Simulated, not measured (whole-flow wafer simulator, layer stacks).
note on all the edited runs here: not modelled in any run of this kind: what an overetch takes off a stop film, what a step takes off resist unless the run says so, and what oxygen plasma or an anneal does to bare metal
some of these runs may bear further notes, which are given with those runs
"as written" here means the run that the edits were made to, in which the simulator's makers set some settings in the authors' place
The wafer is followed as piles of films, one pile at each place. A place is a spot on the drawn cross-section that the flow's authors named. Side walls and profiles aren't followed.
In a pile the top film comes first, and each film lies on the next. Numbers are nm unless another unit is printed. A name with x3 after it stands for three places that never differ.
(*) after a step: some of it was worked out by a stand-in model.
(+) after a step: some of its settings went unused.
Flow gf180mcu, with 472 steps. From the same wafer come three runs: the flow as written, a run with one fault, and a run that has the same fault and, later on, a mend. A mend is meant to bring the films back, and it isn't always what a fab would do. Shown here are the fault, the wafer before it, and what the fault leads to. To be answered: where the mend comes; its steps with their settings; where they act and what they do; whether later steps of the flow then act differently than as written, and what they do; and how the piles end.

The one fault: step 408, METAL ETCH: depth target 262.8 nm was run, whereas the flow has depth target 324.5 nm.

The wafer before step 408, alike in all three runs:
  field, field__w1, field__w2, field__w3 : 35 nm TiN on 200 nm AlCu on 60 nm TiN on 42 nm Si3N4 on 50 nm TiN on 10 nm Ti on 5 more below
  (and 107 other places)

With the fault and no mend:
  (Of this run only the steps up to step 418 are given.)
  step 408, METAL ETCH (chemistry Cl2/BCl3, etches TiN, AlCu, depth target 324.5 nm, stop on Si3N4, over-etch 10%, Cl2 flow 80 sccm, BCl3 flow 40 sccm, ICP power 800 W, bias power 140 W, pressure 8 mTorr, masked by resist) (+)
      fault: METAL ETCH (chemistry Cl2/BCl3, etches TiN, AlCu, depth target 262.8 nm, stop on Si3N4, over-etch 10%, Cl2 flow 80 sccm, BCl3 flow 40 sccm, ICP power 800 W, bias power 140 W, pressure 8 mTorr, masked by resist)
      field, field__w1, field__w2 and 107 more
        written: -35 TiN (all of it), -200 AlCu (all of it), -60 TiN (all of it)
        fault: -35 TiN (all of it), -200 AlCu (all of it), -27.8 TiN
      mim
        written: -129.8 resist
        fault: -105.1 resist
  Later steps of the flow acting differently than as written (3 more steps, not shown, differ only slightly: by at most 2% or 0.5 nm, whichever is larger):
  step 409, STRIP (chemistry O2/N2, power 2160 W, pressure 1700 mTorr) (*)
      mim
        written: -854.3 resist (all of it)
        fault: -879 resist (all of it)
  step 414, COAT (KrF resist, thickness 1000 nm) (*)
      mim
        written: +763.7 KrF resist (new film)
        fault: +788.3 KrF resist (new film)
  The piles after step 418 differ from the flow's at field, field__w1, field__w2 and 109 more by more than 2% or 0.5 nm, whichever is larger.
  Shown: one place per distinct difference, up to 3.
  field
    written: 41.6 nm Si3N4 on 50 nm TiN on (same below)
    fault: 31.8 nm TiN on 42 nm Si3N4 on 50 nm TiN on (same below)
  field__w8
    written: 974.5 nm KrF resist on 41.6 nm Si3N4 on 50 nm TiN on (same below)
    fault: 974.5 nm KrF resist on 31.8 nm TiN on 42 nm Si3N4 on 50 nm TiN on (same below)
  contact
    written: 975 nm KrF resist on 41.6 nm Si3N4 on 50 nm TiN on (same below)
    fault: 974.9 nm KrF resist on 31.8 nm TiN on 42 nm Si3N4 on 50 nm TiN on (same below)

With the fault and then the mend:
  The mend follows step 410.
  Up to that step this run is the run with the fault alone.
  step 410a, DEHYDRATE (200 C, 60 s) (the flow's step 401 again)
      alters no film at any place that is followed
  step 410b, HMDS (120 C, 60 s) (the flow's step 402 again)
      alters no film at any place that is followed
  step 410c, COAT (resist, thickness 1000 nm) (*) (the flow's step 403 again)
      field__w8, m1__w1, iso_ptap_pw and 39 more
        +1000 resist (new film)
      p_well, sti, spacer, sd_n, mim_1p0, pad, dice_street
        +1000.6 resist (new film)
      field, ld_acc_p, ld_fp_p, ld_drift_p, ld_drn_p, m1_nw
        +1001.5 resist (new film)
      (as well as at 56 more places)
  step 410d, SOFTBAKE (resist) (the flow's step 404 again)
      field__w2
        +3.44 resist
      field__w3
        +3.62 resist
      field__w5
        -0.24 resist
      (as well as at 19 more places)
  step 410e, EXPOSE (photomask FuseTop) (the flow's step 405 again)
      alters no film at any place that is followed
  step 410f, PEB (resist, 70.3 s) (the flow's step 406 again)
      field, field__w1, field__w5 and 95 more
        -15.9 resist
      field__w2, field__w3, field__w12, pplus_u, nw_enc_fld_lv__w1, nw_enc_fld_lv__w4
        -16 resist
      field__w7, field__w11, field__w13, ppoly_u, npoly_sal
        -16.2 resist
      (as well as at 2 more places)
  step 410g, DEVELOP (thickness 1000 nm, 60 s) (the flow's step 407 again)
      field__w8, m1__w1, iso_ptap_pw and 39 more
        -984.1 resist (all of it)
      p_well, sti, spacer, sd_n, mim_1p0, pad, dice_street
        -984.7 resist (all of it)
      field, ld_acc_p, ld_fp_p, ld_drift_p, ld_drn_p, m1_nw
        -985.6 resist (all of it)
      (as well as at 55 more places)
  step 410h, METAL ETCH (chemistry Cl2/BCl3, etches TiN, AlCu, depth target 61.7 nm, stop on Si3N4, over-etch 10%, Cl2 flow 80 sccm, BCl3 flow 40 sccm, ICP power 800 W, bias power 140 W, pressure 8 mTorr, masked by resist) (+) (the flow's step 408 again, with other settings)
      field, field__w1, field__w2 and 107 more
        -31.8 TiN (all of it)
      mim
        -14 resist
  step 410i, STRIP (chemistry O2/N2, power 2160 W, pressure 1700 mTorr) (*) (the flow's step 409 again)
      mim
        -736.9 resist (all of it)
  step 410j, STRIP (chemistry post etch residue remover, 72.5 C, 1200 s) (*) (the flow's step 410 again)
      field, field__w1, field__w2 and 107 more
        -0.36 Si3N4
      mim
        -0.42 TiN
  Every later step of the flow that is run acts as written, at every place that is followed, to within 2% or 0.5 nm, whichever is larger.
  The piles end only slightly different from the flow's at the places that both follow, by no more than 2% or 0.5 nm, whichever is larger.
